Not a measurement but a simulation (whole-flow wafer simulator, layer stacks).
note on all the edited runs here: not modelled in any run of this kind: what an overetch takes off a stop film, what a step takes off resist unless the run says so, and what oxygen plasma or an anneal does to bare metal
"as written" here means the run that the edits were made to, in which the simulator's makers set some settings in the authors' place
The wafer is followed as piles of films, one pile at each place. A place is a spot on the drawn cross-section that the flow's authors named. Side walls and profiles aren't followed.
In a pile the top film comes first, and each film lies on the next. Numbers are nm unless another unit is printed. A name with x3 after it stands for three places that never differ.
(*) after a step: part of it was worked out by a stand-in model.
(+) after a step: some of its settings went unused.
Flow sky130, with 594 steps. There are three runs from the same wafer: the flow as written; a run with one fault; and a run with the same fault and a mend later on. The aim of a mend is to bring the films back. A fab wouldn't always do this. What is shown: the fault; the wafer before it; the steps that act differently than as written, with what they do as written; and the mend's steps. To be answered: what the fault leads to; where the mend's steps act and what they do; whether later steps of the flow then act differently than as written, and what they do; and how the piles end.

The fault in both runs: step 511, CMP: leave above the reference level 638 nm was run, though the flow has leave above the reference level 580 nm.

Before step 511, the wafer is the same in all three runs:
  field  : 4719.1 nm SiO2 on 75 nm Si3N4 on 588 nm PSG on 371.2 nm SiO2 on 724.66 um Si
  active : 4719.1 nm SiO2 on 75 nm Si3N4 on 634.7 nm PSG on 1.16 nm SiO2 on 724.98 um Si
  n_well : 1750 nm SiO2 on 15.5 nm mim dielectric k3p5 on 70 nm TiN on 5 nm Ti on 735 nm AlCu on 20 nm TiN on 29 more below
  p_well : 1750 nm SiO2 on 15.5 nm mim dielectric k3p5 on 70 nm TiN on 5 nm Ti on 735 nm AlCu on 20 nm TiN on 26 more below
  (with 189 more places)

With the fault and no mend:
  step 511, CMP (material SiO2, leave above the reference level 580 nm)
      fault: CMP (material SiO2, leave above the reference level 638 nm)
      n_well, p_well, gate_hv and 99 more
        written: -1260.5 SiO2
        fault: -1202.5 SiO2
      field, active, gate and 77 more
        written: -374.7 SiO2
        fault: -316.7 SiO2
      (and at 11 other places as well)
  Later steps of the flow acting differently than as written (not shown: 1 more step that differs only slightly, by at most 2% or 0.5 nm, whichever is larger):
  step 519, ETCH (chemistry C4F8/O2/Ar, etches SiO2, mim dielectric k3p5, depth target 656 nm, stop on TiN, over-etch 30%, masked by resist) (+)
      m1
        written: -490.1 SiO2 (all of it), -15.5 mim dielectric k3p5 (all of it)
        fault: -548.1 SiO2 (all of it), -15.5 mim dielectric k3p5 (all of it)
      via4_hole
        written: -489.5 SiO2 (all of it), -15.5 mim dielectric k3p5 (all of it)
        fault: -547.5 SiO2 (all of it), -15.5 mim dielectric k3p5 (all of it)
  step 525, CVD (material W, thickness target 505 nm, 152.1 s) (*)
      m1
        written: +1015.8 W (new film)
        fault: +1074.2 W (new film)
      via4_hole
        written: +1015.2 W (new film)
        fault: +1073.5 W (new film)
  At n_well, p_well, gate_hv and 108 more, the piles at the end differ from the flow's by more than 2% or 0.5 nm, whichever is larger.
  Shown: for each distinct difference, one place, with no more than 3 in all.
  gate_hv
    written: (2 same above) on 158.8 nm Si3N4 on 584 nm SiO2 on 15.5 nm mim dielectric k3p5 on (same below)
    fault: (2 same above) on 158.8 nm Si3N4 on 642 nm SiO2 on 15.5 nm mim dielectric k3p5 on (same below)
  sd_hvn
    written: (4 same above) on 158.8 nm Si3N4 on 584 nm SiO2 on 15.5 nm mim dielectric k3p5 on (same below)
    fault: (4 same above) on 158.8 nm Si3N4 on 642 nm SiO2 on 15.5 nm mim dielectric k3p5 on (same below)
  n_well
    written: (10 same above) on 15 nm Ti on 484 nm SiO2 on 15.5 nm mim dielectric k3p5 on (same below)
    fault: (10 same above) on 15 nm Ti on 542 nm SiO2 on 15.5 nm mim dielectric k3p5 on (same below)

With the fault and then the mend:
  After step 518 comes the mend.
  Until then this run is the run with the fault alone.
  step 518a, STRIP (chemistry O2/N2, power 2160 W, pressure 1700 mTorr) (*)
      field, active, n_well and 188 more
        -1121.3 resist (all of it)
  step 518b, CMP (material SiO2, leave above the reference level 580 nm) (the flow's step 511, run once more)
      field, active, n_well and 190 more
        -58 SiO2
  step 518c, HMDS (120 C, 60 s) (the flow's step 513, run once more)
      does not change any film at any place that is followed
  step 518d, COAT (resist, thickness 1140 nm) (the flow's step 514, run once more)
      field, active, n_well and 190 more
        +1140 resist (new film)
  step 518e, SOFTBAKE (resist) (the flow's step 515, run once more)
      does not change any film at any place that is followed
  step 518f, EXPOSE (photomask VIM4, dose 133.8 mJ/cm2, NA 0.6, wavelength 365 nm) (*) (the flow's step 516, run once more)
      does not change any film at any place that is followed
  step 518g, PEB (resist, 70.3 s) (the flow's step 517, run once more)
      field, active, n_well and 190 more
        -18.7 resist
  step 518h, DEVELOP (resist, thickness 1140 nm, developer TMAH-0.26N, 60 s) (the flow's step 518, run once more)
      m1, via4_hole
        -1121.3 resist (all of it)
  None of the later steps of the flow acts differently than as written at any place that is followed.
  By the end, the piles equal the flow's at every place that both follow.
